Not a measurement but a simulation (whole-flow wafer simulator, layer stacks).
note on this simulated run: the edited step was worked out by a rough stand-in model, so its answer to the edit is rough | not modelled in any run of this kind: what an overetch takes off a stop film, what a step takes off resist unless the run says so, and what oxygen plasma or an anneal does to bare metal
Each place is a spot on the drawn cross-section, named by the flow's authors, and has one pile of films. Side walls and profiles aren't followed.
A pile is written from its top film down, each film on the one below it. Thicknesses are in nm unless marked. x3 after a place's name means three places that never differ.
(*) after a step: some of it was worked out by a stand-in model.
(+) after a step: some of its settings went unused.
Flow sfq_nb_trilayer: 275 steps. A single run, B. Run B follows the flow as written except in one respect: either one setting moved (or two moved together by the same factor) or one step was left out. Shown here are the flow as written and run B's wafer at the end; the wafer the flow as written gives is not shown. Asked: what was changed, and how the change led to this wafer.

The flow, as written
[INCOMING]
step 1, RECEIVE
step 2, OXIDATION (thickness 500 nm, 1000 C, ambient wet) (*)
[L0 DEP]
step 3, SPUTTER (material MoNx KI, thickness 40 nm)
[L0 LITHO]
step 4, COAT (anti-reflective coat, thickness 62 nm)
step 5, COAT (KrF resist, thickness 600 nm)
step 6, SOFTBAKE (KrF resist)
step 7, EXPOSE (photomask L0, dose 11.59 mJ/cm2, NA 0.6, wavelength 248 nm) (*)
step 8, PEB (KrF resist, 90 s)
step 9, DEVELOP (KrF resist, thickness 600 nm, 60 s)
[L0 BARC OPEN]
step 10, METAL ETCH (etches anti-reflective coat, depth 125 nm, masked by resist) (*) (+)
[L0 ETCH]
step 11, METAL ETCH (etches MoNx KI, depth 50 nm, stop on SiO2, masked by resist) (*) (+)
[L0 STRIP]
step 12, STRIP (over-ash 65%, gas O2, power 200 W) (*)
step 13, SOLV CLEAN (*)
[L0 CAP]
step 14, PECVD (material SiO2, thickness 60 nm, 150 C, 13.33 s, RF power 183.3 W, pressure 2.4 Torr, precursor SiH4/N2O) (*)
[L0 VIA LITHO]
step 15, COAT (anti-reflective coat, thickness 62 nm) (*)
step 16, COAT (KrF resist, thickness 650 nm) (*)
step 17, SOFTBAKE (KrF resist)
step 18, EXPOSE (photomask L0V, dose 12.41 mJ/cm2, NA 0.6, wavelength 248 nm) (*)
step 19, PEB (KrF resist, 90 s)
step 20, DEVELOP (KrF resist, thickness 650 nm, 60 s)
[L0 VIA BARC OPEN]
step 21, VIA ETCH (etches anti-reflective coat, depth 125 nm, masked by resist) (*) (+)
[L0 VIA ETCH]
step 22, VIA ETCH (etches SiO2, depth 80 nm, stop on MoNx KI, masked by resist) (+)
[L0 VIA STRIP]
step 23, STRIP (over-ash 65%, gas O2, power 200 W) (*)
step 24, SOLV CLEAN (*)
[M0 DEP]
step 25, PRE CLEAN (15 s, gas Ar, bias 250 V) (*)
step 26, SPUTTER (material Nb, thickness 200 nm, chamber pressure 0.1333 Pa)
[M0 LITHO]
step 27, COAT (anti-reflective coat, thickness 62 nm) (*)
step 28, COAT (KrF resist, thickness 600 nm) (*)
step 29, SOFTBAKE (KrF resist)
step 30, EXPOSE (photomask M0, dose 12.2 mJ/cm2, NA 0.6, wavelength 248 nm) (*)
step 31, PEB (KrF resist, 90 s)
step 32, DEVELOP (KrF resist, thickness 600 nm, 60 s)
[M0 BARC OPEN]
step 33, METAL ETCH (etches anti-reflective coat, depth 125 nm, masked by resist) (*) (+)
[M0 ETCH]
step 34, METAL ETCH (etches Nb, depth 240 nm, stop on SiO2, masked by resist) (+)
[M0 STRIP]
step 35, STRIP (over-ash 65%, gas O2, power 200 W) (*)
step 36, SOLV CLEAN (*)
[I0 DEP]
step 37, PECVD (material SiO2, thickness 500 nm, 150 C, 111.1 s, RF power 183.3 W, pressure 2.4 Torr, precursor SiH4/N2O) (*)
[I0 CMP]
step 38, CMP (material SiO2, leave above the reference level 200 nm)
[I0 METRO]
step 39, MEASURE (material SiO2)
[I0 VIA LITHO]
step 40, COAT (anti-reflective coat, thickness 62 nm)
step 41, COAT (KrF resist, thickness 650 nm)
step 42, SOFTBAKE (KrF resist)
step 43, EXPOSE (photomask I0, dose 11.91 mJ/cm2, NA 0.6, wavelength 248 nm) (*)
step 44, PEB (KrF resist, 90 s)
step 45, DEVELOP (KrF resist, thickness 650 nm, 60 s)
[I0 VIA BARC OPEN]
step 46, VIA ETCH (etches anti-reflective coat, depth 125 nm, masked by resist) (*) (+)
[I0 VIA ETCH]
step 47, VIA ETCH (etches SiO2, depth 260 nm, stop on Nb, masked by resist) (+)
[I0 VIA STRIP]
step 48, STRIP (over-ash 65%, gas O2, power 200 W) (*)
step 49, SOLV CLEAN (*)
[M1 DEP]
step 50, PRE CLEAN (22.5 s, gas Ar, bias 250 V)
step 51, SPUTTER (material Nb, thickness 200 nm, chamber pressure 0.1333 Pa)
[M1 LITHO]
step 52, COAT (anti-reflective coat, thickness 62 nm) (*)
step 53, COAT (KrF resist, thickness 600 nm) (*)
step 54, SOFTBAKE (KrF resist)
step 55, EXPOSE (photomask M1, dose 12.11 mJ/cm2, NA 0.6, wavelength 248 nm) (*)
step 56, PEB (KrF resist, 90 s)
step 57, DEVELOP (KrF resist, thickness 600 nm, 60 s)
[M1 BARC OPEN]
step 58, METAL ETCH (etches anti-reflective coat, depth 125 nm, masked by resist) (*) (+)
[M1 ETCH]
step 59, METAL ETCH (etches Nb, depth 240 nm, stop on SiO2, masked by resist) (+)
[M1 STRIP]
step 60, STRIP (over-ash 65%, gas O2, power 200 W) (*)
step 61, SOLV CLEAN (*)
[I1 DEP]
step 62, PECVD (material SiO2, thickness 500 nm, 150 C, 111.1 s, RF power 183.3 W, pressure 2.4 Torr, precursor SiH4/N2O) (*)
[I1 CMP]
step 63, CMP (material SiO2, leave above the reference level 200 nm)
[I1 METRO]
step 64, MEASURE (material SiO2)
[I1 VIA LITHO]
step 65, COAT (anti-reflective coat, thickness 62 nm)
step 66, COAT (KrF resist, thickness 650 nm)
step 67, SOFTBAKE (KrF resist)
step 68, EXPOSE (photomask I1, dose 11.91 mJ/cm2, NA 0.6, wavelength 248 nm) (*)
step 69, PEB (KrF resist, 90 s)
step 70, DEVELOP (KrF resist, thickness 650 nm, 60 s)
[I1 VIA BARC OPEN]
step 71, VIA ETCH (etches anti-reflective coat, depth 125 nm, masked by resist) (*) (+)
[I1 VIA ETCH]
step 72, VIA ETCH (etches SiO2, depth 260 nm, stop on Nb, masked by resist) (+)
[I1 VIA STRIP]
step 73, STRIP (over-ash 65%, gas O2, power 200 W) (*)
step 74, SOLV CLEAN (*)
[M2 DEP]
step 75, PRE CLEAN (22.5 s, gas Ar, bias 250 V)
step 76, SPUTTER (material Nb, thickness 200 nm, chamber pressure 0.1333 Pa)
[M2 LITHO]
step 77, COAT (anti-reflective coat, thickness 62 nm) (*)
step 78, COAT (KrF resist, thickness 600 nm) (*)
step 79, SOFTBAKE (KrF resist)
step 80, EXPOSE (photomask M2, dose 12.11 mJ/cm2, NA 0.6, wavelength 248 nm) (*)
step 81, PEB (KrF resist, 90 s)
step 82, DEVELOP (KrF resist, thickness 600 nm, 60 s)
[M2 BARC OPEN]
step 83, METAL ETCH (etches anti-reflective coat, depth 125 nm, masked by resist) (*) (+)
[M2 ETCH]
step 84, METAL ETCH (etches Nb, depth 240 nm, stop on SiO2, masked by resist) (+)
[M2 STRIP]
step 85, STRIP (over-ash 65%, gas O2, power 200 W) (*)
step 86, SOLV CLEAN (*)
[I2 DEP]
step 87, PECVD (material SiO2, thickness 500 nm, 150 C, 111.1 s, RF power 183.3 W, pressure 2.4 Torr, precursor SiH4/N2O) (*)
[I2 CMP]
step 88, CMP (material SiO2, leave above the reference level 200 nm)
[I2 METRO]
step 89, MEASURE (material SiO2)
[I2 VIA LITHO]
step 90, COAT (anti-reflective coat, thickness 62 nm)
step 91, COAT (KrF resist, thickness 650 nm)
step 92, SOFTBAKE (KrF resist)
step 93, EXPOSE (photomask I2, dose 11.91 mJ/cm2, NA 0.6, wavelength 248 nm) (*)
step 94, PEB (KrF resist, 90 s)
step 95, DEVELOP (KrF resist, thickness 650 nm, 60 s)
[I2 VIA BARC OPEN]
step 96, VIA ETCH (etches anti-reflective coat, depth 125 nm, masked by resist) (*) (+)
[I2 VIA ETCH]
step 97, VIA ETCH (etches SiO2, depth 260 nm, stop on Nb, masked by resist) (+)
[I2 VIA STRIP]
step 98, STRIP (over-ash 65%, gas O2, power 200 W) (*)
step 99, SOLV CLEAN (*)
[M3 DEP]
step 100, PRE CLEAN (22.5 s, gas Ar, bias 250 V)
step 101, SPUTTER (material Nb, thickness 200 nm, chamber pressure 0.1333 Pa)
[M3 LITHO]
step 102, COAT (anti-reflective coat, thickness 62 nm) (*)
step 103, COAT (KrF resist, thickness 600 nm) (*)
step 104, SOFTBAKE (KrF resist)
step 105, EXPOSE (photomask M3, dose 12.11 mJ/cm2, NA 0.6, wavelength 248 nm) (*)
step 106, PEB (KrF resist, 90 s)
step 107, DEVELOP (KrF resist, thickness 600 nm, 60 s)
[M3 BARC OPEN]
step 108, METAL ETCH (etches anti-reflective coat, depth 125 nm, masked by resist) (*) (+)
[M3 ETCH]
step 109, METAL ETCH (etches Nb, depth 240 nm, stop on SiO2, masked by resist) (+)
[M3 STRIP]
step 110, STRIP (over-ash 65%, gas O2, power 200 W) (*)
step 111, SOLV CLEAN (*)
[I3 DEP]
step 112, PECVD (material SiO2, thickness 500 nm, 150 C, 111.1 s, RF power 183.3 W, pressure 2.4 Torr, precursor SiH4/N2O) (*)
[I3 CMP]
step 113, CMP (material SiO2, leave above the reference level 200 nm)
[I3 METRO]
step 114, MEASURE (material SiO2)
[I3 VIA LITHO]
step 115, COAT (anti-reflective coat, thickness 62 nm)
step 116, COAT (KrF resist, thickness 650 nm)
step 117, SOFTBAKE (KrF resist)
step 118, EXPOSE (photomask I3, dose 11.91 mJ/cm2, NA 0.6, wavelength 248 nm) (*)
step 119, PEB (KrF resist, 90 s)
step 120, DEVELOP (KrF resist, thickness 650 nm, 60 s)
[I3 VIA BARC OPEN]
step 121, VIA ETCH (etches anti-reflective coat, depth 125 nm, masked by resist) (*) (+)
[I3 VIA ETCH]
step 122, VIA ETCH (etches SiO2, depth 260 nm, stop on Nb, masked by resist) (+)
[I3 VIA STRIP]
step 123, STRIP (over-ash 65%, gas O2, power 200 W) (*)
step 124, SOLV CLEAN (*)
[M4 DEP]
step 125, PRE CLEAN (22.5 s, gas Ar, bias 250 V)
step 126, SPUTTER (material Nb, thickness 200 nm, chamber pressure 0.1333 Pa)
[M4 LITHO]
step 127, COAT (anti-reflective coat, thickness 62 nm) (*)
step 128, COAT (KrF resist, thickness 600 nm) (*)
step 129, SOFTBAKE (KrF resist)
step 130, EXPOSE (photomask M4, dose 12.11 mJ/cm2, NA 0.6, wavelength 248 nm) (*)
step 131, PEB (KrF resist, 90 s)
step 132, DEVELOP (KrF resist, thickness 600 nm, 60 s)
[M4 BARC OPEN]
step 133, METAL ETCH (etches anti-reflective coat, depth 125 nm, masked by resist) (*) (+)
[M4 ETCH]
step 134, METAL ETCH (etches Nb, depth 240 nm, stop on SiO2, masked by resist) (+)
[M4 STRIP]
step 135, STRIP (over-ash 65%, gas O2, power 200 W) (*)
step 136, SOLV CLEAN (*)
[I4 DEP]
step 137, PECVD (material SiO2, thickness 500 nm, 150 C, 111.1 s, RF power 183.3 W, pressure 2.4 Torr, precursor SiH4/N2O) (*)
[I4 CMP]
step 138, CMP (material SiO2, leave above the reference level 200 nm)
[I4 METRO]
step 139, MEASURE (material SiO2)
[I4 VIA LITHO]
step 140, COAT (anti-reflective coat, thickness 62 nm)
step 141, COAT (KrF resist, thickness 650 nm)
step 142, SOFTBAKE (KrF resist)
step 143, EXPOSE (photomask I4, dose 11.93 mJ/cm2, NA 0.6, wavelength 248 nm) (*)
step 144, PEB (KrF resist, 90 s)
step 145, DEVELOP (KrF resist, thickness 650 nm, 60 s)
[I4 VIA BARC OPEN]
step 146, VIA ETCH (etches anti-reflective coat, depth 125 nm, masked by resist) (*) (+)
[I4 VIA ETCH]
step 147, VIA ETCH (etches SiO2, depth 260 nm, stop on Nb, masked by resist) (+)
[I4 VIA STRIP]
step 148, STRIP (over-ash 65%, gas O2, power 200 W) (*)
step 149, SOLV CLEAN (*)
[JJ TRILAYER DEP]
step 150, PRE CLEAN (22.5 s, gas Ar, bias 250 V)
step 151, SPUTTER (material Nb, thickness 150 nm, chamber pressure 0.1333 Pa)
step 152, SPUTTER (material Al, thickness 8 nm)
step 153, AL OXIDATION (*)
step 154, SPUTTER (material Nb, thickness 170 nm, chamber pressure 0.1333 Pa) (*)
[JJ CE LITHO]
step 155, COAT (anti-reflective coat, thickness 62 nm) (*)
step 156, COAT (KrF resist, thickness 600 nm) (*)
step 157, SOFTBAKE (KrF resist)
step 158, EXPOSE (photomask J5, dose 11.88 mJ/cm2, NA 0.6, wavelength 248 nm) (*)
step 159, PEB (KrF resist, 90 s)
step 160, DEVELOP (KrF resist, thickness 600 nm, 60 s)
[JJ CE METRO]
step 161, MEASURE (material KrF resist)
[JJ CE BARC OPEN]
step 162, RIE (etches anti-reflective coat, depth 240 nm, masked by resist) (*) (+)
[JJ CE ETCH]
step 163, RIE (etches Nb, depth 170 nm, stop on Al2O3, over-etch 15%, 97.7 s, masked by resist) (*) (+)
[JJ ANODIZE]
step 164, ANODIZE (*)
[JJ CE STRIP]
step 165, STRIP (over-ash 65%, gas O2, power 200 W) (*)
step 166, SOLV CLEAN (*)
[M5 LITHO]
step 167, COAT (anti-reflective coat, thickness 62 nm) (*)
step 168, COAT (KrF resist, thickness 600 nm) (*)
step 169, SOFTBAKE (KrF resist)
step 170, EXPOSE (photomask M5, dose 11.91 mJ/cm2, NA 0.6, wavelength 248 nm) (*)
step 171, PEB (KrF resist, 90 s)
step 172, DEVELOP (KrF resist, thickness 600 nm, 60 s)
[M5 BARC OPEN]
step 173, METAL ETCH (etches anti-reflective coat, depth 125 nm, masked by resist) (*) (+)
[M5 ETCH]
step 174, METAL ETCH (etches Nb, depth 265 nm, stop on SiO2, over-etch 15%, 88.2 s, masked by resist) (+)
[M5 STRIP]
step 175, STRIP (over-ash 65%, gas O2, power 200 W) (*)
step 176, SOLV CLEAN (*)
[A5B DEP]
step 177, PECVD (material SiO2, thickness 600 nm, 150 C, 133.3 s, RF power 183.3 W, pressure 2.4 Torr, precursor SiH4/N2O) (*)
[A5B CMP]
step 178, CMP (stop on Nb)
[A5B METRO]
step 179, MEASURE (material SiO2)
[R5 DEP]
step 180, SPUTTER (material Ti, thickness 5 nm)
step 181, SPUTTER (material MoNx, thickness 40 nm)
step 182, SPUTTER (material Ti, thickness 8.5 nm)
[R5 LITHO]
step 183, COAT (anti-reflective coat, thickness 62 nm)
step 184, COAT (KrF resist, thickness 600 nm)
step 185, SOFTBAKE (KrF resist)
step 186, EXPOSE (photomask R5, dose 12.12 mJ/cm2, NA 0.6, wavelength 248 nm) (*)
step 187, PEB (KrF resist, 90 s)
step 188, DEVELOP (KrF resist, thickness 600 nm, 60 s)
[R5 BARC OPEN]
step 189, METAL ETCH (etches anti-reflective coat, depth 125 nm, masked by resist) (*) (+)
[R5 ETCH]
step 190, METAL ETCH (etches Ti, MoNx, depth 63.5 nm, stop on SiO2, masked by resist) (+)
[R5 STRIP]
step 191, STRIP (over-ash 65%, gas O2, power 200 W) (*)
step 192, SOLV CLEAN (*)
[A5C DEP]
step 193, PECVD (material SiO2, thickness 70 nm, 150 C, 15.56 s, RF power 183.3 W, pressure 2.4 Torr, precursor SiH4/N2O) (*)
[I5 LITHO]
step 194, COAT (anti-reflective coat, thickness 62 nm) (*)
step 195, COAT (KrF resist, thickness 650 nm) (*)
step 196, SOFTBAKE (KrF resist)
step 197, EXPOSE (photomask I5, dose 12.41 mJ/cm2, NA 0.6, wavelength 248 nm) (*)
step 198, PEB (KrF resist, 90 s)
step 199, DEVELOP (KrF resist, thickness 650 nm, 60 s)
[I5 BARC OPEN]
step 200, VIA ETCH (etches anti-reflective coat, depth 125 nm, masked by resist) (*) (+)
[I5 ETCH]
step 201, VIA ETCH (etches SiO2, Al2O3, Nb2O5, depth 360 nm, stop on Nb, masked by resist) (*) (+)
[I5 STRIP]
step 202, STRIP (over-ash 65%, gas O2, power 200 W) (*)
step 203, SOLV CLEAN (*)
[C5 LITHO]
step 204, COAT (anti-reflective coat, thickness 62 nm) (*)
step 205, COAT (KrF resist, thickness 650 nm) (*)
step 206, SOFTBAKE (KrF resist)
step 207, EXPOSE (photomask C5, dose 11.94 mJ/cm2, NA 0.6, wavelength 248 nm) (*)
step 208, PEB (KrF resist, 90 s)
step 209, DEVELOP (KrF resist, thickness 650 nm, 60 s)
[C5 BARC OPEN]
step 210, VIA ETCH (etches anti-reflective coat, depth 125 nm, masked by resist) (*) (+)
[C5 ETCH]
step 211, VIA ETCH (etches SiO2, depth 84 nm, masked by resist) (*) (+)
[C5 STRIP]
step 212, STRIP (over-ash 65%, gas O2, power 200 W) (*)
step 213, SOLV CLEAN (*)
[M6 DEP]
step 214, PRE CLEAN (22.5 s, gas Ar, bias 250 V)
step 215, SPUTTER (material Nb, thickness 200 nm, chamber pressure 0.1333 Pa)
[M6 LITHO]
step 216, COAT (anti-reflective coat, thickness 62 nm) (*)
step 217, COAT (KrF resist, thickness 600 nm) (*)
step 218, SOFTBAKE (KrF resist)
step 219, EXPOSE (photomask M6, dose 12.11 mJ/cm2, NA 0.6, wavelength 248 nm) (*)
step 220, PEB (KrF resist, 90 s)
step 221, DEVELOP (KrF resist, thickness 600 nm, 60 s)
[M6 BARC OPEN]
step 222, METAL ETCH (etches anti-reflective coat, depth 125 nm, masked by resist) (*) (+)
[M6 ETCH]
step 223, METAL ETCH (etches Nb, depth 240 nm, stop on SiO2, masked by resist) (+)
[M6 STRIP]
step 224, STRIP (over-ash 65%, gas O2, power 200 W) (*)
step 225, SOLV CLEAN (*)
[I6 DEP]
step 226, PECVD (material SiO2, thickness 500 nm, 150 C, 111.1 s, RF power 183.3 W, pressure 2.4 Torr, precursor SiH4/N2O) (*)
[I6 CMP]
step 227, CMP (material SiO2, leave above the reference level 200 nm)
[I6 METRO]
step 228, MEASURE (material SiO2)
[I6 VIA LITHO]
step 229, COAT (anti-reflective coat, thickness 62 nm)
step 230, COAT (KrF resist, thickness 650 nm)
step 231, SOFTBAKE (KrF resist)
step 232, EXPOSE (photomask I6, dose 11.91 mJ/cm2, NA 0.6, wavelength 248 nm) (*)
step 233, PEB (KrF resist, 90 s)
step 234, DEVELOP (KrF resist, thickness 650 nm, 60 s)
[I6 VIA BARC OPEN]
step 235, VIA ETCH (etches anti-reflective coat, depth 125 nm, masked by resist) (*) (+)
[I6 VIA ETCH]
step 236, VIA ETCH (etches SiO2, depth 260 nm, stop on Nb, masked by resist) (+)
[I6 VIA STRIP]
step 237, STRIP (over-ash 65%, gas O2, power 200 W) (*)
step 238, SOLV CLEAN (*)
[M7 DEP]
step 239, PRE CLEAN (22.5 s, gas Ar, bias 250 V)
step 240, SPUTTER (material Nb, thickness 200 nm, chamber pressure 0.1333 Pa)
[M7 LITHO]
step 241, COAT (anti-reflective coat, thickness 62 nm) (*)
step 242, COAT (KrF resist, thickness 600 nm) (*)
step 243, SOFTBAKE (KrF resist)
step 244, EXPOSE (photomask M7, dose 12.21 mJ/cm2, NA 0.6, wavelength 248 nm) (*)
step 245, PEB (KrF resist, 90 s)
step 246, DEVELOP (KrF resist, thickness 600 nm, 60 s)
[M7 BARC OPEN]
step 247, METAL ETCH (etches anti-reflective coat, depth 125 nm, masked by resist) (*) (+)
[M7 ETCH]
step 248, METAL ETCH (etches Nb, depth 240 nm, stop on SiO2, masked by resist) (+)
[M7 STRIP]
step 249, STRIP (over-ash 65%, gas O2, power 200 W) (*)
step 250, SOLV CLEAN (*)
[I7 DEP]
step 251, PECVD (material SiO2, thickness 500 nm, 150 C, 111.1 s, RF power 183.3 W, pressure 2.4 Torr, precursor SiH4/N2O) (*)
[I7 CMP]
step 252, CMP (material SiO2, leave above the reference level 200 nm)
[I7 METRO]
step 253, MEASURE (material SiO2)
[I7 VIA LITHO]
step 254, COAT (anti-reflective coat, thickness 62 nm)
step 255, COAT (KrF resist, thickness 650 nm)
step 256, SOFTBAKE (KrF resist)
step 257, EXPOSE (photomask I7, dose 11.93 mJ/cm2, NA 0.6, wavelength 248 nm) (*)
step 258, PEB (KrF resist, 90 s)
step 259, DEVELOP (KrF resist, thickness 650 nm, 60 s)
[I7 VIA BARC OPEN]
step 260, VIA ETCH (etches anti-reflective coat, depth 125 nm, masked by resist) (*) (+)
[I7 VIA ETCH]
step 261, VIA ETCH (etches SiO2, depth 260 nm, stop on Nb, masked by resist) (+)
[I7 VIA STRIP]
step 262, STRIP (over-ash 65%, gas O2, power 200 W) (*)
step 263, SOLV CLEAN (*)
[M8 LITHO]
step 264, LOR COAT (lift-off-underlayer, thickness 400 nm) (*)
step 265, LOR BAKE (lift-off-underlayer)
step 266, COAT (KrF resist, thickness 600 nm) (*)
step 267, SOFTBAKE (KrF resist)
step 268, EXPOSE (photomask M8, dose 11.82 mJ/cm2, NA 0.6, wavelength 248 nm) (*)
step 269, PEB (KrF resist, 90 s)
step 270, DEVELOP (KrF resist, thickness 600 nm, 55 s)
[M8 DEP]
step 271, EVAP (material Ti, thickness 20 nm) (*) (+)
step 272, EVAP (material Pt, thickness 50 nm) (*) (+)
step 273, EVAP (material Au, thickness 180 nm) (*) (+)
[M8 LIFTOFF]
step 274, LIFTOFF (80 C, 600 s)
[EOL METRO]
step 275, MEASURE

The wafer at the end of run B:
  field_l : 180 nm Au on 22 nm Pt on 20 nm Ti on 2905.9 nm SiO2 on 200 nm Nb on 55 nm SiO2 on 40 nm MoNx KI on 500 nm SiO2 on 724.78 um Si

The reason: step 272, EVAP: thickness 22 nm was run, whereas the flow has thickness 50 nm.
The wafer lets one read it off: field_l has Pt 22, and step 272 as written asks for 50 nm.

Step by step, how the change led to this:
  step 272, EVAP (material Pt, thickness 50 nm) (*) (+)
      field_l, v_sur, via_wl and 103 more: Pt gains 22 (new film) (it would be, as written: Pt gains 50 (new film))
  step 274, LIFTOFF (80 C, 600 s)
      p4_fl, p4_fm, p4_w1 and 71 more: Au loses 180 (all of it), Pt loses 22 (all of it), Ti loses 20 (all of it), KrF resist loses 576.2 (all of it), lift-off-underlayer loses 400 (all of it) (it would be, as written: Au loses 180 (all of it), Pt loses 50 (all of it), Ti loses 20 (all of it), KrF resist loses 576.2 (all of it), lift-off-underlayer loses 400 (all of it))
      c5j, ce_r: Au loses 180 (all of it), Pt loses 22 (all of it), Ti loses 20 (all of it), KrF resist loses 573.3 (all of it), lift-off-underlayer loses 399.3 (all of it) (it would be, as written: Au loses 180 (all of it), Pt loses 50 (all of it), Ti loses 20 (all of it), KrF resist loses 573.3 (all of it), lift-off-underlayer loses 399.3 (all of it))
      (also at 19 further places)
